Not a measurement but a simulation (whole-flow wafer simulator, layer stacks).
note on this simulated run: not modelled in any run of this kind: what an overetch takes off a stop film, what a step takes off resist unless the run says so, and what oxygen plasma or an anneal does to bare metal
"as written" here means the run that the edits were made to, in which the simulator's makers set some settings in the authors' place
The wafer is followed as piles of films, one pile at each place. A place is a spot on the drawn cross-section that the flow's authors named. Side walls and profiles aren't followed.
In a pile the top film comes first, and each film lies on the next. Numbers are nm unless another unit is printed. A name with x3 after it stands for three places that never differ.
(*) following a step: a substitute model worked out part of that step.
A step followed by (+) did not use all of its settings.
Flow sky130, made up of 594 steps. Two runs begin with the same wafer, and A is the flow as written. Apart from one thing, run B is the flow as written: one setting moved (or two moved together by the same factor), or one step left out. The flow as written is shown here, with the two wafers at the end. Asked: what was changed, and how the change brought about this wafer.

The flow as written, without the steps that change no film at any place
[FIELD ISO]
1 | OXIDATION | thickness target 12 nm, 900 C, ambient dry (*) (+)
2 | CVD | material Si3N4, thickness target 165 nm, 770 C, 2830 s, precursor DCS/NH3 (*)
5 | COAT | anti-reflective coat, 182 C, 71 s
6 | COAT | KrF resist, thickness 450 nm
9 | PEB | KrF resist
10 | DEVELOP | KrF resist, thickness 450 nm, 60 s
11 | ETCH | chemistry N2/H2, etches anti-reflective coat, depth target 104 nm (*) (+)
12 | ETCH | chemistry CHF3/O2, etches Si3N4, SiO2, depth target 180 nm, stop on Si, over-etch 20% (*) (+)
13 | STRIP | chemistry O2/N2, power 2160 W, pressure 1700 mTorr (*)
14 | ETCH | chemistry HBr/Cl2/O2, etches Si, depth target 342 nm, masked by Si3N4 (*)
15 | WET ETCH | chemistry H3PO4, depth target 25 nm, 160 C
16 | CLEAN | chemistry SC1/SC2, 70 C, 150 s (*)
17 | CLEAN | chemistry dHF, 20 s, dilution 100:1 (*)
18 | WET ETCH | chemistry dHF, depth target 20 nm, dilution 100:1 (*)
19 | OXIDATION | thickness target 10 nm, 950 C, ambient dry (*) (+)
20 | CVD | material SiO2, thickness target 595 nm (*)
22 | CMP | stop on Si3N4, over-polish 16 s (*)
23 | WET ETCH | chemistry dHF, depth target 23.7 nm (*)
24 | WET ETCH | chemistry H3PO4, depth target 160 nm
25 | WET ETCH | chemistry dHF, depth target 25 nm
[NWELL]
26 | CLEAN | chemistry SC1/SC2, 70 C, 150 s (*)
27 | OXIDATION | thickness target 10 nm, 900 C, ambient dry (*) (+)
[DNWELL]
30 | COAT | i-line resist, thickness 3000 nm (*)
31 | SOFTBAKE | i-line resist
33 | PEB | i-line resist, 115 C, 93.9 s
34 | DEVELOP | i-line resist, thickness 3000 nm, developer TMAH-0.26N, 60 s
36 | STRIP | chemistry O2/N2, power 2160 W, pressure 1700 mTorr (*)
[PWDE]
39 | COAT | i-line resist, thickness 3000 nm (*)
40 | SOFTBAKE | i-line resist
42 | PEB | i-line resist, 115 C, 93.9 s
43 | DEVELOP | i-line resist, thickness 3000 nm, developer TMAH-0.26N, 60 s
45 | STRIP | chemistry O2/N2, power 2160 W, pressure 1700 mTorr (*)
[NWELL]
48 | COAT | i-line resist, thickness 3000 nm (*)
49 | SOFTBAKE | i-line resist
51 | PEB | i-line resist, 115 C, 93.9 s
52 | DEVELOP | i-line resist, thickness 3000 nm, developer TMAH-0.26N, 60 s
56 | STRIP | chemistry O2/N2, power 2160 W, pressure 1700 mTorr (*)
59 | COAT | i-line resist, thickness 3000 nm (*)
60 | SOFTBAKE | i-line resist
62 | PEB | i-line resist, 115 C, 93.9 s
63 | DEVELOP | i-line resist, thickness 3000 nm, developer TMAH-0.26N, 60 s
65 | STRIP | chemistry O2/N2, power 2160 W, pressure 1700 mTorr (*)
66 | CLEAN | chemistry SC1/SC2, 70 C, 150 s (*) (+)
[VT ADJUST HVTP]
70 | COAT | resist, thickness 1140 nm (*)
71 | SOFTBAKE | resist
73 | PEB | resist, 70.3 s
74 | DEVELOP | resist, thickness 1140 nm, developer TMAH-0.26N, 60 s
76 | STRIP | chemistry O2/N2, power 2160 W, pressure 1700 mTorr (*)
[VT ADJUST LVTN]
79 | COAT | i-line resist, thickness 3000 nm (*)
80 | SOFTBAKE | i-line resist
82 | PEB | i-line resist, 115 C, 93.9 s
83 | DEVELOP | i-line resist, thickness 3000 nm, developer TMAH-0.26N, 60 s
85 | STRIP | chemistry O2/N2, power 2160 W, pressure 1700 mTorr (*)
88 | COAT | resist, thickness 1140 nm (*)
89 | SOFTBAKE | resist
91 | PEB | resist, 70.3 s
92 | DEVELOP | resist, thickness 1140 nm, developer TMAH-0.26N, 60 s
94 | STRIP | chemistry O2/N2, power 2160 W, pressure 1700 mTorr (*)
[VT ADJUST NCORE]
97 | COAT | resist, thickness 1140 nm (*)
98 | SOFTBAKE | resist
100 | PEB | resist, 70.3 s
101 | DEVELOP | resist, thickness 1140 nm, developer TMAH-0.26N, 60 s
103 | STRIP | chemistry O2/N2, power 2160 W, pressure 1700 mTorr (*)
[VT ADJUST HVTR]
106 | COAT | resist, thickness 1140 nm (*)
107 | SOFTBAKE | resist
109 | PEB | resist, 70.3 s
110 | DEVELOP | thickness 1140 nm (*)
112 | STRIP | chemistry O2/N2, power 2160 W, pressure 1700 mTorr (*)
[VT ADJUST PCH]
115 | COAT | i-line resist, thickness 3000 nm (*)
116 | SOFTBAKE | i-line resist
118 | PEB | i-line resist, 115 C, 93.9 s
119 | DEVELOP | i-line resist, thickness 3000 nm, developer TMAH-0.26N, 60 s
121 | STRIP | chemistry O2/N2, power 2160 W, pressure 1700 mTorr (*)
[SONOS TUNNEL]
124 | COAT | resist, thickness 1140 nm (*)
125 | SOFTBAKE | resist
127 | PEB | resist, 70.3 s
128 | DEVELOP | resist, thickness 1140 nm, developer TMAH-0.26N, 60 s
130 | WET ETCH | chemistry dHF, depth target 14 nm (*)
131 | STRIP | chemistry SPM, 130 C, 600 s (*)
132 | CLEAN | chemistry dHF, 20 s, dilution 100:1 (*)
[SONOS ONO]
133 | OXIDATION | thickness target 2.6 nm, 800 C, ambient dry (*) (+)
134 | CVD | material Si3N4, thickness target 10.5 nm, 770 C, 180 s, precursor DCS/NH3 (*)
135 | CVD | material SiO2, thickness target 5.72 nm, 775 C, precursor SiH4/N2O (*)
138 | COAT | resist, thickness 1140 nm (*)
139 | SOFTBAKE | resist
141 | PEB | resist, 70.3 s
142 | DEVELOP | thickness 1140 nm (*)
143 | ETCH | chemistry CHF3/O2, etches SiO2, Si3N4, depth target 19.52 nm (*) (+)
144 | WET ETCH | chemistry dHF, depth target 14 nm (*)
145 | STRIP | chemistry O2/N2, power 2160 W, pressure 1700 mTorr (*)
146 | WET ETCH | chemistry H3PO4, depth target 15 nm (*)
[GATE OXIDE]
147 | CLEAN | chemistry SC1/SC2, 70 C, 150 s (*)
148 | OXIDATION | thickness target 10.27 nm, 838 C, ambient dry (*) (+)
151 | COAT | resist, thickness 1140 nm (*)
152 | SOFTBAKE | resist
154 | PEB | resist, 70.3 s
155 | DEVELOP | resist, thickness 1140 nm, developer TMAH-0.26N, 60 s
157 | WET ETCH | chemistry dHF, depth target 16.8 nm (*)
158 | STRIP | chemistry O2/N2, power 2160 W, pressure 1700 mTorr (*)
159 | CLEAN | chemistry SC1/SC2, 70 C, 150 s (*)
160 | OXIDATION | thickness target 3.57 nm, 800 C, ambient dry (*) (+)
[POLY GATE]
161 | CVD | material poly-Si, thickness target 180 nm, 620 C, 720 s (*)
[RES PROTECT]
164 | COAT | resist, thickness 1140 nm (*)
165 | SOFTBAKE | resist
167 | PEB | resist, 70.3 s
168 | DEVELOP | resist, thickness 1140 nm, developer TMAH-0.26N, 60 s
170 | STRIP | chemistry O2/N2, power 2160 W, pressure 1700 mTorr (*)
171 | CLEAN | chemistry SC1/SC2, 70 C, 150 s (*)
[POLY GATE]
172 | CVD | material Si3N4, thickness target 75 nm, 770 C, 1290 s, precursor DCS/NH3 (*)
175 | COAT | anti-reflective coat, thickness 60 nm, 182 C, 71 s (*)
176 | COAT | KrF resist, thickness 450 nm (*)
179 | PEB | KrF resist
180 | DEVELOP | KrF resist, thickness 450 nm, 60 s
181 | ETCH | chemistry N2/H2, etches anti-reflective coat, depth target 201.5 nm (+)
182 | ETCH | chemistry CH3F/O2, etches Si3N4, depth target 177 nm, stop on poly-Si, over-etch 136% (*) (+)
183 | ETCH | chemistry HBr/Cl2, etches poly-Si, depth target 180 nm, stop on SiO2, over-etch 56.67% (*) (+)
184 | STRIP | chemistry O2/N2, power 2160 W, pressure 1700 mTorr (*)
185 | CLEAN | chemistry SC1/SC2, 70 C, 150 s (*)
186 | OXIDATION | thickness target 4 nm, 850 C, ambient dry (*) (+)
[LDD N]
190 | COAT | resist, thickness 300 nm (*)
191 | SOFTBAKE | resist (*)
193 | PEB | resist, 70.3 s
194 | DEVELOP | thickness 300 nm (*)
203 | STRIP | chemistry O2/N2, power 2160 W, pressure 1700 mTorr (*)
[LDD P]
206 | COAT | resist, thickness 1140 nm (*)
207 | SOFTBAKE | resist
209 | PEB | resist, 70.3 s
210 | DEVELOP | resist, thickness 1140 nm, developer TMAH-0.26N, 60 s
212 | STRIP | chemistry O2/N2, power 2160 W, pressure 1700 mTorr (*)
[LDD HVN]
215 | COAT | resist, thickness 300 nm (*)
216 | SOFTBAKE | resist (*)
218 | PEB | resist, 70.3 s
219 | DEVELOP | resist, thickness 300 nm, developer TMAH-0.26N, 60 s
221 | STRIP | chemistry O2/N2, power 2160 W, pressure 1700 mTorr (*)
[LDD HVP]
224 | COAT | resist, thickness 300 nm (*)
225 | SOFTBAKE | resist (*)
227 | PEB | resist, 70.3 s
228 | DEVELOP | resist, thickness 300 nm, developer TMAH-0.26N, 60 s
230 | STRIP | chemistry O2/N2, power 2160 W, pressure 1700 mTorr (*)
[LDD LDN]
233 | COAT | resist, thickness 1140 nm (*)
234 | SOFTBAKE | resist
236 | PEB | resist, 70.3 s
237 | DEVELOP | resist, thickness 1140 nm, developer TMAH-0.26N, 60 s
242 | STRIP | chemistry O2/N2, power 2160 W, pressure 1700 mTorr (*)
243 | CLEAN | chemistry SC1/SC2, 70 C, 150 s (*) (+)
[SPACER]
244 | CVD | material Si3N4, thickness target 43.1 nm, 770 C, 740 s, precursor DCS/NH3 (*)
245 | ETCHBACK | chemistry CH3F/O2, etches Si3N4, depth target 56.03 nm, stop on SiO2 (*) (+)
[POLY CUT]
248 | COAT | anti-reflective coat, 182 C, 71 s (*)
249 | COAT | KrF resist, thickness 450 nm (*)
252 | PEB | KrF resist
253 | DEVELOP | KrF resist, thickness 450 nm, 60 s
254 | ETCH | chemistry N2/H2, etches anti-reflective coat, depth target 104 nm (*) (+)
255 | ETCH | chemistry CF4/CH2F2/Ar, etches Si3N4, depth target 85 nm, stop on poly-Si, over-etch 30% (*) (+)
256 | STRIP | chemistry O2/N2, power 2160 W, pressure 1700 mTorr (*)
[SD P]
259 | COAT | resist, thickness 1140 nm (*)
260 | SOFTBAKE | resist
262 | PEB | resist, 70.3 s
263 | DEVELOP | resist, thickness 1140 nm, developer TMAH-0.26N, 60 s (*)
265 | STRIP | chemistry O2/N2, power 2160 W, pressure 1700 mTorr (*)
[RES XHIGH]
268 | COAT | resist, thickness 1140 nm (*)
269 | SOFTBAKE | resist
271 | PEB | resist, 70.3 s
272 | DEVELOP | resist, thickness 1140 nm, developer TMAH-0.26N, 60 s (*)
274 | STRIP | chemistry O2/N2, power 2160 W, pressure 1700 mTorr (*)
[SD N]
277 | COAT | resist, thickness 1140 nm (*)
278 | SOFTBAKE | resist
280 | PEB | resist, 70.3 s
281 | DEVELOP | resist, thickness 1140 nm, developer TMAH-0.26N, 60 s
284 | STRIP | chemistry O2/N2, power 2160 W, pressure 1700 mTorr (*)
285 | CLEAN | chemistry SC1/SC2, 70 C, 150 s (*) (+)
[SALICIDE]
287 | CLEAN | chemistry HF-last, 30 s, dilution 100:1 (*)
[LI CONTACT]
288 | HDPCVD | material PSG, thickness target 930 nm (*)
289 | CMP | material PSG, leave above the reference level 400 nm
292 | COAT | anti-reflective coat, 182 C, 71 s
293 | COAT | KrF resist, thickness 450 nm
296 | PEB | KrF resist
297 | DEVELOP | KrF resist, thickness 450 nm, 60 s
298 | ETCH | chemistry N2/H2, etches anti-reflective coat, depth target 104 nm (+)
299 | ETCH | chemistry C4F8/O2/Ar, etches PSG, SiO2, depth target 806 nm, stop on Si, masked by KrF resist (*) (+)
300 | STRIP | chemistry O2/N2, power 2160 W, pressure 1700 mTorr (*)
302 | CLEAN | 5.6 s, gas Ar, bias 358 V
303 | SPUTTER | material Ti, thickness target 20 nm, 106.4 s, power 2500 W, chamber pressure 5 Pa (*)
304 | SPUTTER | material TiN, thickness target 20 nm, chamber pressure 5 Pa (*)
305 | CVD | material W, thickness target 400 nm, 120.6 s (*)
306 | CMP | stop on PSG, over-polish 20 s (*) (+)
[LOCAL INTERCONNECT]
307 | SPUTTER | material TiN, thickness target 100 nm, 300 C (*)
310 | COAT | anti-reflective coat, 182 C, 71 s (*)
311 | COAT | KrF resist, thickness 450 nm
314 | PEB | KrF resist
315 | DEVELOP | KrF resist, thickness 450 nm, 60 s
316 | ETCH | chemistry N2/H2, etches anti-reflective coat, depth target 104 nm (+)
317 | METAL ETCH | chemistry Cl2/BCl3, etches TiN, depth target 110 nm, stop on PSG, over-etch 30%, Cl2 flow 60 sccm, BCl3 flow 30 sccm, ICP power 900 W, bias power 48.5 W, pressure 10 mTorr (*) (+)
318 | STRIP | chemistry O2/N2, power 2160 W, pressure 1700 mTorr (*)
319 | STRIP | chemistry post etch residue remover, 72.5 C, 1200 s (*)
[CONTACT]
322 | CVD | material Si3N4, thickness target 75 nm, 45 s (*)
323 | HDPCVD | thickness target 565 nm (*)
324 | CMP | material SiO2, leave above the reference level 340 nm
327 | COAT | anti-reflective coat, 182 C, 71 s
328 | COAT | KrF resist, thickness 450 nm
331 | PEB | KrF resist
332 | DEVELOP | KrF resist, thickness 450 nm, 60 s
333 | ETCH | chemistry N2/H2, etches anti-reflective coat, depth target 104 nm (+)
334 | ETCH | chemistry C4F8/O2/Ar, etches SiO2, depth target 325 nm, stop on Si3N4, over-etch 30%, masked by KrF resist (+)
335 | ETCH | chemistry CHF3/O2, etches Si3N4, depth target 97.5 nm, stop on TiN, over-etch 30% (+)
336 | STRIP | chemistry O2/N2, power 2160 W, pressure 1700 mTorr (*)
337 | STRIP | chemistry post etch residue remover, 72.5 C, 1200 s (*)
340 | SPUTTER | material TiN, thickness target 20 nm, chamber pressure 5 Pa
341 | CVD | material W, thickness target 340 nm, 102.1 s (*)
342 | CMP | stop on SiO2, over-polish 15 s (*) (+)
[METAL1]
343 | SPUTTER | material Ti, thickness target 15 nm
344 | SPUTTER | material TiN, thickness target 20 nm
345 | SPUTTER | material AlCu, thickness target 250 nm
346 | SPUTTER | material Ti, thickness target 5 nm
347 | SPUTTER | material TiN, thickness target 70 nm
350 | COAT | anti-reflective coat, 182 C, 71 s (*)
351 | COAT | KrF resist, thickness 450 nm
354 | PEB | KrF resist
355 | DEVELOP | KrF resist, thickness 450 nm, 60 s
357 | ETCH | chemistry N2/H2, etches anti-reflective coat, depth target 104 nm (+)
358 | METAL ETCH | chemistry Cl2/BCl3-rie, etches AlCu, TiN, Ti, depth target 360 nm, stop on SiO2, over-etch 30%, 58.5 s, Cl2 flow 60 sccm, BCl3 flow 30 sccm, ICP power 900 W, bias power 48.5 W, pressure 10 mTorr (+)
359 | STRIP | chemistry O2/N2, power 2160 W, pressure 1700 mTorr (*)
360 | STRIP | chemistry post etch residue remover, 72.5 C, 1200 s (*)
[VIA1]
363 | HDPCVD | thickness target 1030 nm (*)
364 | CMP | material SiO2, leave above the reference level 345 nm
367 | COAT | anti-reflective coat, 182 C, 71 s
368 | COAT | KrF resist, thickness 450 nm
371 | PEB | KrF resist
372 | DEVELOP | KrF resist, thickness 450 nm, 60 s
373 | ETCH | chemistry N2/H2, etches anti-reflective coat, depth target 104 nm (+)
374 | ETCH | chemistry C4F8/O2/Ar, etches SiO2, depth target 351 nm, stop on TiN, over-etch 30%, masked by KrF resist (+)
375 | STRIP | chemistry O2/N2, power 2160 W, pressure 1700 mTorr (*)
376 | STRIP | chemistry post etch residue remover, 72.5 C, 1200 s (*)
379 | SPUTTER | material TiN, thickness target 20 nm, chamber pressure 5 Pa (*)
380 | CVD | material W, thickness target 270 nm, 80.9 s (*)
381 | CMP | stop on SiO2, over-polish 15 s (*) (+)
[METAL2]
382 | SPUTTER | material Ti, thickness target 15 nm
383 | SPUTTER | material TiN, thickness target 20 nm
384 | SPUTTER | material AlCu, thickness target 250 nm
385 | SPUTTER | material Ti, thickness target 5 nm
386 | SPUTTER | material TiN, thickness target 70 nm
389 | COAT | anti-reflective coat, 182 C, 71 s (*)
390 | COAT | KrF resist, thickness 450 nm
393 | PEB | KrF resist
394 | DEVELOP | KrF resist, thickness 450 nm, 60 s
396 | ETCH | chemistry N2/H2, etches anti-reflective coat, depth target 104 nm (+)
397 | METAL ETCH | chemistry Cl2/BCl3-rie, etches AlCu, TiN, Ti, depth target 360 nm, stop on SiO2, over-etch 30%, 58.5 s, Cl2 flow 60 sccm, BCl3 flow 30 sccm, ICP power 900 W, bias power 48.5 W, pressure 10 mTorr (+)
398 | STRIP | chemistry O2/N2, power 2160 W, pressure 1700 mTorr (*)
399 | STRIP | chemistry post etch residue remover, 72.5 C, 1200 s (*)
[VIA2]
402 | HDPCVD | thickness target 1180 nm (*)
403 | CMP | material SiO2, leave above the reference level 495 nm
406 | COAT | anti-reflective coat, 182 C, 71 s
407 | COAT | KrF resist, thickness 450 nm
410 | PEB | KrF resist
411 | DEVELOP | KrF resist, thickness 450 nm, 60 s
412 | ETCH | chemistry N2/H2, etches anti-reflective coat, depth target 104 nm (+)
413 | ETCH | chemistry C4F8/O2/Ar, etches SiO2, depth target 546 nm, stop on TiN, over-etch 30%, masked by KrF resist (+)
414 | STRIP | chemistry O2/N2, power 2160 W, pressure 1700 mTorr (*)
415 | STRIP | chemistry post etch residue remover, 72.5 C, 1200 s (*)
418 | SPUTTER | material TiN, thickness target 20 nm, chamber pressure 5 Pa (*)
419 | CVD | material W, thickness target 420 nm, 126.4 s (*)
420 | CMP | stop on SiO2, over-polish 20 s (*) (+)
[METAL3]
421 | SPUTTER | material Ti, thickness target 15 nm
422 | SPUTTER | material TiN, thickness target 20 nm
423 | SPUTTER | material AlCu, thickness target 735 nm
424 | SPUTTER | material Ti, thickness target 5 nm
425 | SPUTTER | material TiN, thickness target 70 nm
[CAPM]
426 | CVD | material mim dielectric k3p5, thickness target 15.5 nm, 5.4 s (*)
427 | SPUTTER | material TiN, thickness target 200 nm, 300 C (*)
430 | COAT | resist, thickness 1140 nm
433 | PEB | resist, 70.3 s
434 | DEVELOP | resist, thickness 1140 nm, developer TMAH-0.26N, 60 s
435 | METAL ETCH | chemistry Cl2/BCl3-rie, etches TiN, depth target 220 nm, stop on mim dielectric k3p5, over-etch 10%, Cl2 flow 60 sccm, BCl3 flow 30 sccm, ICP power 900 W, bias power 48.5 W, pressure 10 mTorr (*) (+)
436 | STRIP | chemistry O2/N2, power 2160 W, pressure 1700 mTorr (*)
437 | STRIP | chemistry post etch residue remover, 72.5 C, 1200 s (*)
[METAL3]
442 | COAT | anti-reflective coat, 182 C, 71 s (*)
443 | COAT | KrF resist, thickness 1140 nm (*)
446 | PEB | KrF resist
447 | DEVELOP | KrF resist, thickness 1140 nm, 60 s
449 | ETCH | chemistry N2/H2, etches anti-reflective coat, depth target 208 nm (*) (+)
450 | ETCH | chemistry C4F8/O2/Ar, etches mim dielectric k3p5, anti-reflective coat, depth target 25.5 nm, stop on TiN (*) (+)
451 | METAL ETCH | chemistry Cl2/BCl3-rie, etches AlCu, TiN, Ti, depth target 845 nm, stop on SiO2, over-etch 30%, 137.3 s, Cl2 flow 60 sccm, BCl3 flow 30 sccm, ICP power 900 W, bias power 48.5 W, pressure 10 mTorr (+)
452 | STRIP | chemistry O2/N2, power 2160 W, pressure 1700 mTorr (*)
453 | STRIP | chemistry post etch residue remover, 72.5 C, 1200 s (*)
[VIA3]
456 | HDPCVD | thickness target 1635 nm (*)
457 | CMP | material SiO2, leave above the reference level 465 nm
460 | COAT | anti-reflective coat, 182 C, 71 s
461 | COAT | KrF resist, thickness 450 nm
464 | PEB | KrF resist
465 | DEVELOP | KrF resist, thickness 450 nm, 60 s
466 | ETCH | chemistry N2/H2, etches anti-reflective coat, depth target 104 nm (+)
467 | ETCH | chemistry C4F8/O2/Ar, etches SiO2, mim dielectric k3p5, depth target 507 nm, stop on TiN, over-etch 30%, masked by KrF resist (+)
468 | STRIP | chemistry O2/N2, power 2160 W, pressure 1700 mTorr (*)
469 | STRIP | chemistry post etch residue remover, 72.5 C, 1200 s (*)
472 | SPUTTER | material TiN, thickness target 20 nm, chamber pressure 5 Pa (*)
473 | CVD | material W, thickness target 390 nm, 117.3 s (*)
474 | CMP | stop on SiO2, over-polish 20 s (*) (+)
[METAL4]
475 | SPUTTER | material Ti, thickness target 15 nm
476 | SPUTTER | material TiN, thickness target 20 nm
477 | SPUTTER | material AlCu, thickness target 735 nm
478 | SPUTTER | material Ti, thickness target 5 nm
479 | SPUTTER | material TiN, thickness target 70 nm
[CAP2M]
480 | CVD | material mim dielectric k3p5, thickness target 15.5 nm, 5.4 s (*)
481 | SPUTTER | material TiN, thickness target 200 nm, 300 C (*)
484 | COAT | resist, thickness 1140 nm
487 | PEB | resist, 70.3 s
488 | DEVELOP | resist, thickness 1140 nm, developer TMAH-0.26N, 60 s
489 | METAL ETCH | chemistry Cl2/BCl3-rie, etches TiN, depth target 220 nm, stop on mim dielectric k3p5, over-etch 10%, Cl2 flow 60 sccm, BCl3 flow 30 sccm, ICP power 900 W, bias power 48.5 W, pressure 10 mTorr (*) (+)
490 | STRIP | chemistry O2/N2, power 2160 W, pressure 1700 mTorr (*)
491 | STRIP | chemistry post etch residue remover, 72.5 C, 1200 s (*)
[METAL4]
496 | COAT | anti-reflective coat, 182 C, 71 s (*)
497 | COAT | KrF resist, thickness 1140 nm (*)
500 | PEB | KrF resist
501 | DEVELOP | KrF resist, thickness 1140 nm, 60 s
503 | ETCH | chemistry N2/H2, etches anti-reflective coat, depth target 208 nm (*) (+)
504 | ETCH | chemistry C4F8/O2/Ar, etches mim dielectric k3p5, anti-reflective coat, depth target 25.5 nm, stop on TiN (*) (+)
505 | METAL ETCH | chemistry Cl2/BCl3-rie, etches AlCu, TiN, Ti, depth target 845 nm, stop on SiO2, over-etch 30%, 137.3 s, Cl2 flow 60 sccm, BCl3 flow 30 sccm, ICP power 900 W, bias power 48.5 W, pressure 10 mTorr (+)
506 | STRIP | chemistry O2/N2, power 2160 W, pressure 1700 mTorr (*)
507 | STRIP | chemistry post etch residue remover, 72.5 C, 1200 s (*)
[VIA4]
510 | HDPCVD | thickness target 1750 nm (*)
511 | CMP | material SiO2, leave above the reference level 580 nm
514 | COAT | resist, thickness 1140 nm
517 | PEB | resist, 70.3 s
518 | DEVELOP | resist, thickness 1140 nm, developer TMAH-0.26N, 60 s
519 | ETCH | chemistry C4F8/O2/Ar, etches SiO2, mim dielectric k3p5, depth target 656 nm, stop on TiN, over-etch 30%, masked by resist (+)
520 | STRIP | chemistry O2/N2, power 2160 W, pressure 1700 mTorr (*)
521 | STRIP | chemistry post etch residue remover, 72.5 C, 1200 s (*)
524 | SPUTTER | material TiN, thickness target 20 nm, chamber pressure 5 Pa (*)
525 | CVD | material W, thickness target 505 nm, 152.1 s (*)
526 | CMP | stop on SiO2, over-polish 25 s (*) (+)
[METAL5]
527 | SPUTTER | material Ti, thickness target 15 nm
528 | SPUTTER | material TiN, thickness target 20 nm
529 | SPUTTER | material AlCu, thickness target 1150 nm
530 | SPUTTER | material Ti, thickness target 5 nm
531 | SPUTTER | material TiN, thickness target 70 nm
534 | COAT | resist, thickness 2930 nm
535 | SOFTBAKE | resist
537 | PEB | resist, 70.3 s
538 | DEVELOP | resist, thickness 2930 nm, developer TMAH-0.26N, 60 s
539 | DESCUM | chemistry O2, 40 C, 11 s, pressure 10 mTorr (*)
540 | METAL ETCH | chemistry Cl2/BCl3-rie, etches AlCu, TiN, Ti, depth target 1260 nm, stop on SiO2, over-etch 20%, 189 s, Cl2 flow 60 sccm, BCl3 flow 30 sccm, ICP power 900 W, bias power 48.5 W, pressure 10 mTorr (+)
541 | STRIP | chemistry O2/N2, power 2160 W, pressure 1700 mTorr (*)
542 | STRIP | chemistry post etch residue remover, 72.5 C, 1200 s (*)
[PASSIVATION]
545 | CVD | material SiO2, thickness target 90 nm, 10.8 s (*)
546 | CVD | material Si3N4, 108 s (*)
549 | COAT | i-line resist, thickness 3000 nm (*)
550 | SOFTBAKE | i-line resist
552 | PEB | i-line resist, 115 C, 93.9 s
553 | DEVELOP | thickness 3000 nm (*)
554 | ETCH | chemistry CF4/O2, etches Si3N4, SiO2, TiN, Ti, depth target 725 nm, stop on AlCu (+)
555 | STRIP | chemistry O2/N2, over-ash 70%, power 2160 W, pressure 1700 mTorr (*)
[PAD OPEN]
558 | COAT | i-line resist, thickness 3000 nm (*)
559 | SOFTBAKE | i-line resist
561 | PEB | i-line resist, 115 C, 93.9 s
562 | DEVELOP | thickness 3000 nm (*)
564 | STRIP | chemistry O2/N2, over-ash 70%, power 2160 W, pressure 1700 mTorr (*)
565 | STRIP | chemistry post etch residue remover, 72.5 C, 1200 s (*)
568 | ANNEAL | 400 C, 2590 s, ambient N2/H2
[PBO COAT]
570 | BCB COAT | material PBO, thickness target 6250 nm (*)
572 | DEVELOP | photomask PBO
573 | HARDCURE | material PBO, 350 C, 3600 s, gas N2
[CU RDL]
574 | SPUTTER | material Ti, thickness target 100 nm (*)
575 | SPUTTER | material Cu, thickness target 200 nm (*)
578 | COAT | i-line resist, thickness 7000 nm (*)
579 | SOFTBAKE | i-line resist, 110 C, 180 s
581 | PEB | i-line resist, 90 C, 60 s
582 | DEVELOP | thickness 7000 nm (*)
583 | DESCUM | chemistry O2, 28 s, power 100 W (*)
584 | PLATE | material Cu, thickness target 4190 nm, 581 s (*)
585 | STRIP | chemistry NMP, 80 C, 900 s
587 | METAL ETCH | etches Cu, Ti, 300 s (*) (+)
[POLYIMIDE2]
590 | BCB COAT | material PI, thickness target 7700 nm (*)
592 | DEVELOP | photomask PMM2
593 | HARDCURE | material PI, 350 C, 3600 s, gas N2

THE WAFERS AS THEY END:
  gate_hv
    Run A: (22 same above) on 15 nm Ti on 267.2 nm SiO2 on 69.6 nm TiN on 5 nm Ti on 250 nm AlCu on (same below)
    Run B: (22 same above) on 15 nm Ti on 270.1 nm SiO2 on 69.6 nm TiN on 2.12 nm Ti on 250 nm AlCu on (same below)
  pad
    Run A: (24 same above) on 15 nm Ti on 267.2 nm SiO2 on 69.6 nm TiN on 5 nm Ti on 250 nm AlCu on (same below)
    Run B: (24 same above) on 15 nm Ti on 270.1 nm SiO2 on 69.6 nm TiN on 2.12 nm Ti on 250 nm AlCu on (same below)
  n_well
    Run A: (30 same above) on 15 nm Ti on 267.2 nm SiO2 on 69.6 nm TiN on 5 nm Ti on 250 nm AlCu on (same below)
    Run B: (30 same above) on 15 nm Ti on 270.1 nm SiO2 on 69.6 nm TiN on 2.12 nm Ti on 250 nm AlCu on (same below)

Cause: step 346, SPUTTER: thickness target 2.12 nm was run, whereas the flow has thickness target 5 nm.
The wafer lets one read it off: gate_hv has Ti 2.12, and step 346 as written asks for 5 nm.

The path from the change to this, step by step:
  346 | SPUTTER | material Ti, thickness target 5 nm
      field, active, n_well and 188 more: A +5 Ti (new film) | B +2.12 Ti (new film)
  358 | METAL ETCH | chemistry Cl2/BCl3-rie, etches AlCu, TiN, Ti, depth target 360 nm, stop on SiO2, over-etch 30%, 58.5 s, Cl2 flow 60 sccm, BCl3 flow 30 sccm, ICP power 900 W, bias power 48.5 W, pressure 10 mTorr (+)
      field, active, gate and 81 more: A -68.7 TiN (all of it), -5 Ti (all of it), -250 AlCu (all of it), -20 TiN (all of it), -15 Ti (all of it), -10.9 SiO2 | B -68.7 TiN (all of it), -2.12 Ti (all of it), -250 AlCu (all of it), -20 TiN (all of it), -15 Ti (all of it), -11.2 SiO2
